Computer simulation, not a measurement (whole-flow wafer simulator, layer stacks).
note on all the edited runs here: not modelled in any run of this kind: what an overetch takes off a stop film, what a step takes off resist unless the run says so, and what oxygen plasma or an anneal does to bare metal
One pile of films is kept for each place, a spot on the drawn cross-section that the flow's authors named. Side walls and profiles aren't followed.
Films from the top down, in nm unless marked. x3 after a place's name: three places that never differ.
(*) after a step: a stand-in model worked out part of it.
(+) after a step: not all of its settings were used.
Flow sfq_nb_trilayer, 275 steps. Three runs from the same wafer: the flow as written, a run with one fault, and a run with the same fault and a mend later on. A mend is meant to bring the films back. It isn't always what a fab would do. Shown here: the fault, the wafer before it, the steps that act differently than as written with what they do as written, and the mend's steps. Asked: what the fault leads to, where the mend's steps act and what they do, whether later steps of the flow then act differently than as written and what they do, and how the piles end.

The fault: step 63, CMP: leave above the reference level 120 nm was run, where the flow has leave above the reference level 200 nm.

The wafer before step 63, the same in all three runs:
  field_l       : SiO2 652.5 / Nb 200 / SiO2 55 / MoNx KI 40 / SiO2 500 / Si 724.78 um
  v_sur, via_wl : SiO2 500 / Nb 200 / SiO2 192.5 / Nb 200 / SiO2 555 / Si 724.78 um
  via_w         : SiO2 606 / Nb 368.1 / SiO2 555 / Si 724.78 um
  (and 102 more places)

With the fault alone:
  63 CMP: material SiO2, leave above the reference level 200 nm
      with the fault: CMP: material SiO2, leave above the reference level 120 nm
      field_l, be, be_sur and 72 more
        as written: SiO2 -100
        with the fault: SiO2 -180
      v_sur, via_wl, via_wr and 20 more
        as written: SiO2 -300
        with the fault: SiO2 -380
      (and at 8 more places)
  Later steps of the flow that act differently than as written (3 more steps differ only slightly, by at most 2% or 0.5 nm, whichever is larger, and aren't shown):
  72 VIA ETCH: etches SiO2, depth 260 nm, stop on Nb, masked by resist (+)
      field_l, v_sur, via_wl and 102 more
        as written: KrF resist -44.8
        with the fault: KrF resist -31
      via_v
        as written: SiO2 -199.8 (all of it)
        with the fault: SiO2 -119.8 (all of it)
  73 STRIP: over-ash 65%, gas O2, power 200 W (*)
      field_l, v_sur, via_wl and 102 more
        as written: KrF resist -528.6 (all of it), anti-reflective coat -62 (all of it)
        with the fault: KrF resist -542.4 (all of it), anti-reflective coat -62 (all of it)
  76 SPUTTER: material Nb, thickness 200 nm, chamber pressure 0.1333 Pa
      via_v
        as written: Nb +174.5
        with the fault: Nb +190.6
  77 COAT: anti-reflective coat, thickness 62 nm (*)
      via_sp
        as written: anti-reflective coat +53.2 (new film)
        with the fault: anti-reflective coat +54.9 (new film)
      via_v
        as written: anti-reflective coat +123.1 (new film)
        with the fault: anti-reflective coat +105 (new film)
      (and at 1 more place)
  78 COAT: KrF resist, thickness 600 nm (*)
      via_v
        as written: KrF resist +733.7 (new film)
        with the fault: KrF resist +668.7 (new film)
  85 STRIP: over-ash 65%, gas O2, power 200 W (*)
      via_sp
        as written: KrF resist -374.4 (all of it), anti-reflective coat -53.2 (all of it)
        with the fault: KrF resist -379.7 (all of it), anti-reflective coat -54.9 (all of it)
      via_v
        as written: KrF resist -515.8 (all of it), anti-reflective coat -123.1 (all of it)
        with the fault: KrF resist -450.9 (all of it), anti-reflective coat -105 (all of it)
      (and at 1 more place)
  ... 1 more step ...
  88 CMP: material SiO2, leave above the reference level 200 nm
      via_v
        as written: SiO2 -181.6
        with the fault: SiO2 -171.6
  At the end the piles differ from the flow's by more than 2% or 0.5 nm, whichever is larger, at field_l, v_sur, via_wl and 103 more.
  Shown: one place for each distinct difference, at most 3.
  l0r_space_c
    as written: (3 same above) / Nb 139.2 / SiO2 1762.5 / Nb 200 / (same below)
    with the fault: (3 same above) / Nb 139.2 / SiO2 1682.5 / Nb 200 / (same below)
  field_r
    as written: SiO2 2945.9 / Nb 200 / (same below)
    with the fault: SiO2 2865.9 / Nb 200 / (same below)
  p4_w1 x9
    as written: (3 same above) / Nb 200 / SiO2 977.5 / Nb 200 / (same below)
    with the fault: (3 same above) / Nb 200 / SiO2 897.5 / Nb 200 / (same below)

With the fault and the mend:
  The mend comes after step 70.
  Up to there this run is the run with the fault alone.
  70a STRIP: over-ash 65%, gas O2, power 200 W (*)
      field_l, v_sur, via_wl and 102 more
        KrF resist -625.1 (all of it), anti-reflective coat -62 (all of it)
      via_v
        anti-reflective coat -62 (all of it)
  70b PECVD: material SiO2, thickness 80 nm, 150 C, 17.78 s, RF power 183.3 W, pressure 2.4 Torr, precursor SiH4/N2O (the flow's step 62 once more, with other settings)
      field_l, v_sur, via_wl and 103 more
        SiO2 +80
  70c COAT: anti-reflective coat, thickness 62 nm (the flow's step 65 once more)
      field_l, v_sur, via_wl and 103 more
        anti-reflective coat +62 (new film)
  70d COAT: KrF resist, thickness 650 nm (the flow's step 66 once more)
      field_l, v_sur, via_wl and 103 more
        KrF resist +650 (new film)
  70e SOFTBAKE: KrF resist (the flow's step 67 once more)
      changes no film at any place that is followed
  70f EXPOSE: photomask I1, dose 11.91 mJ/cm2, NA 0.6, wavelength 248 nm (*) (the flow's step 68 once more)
      changes no film at any place that is followed
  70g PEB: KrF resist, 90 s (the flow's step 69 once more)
      field_l, v_sur, via_wl and 103 more
        KrF resist -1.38
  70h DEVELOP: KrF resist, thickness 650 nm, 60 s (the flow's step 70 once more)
      field_l, v_sur, via_wl and 102 more
        KrF resist -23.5
      via_v
        KrF resist -648.6 (all of it)
  No later step of the flow acts differently than as written at any place that is followed.
  At the end the piles are the same as the flow's at every place that both follow.
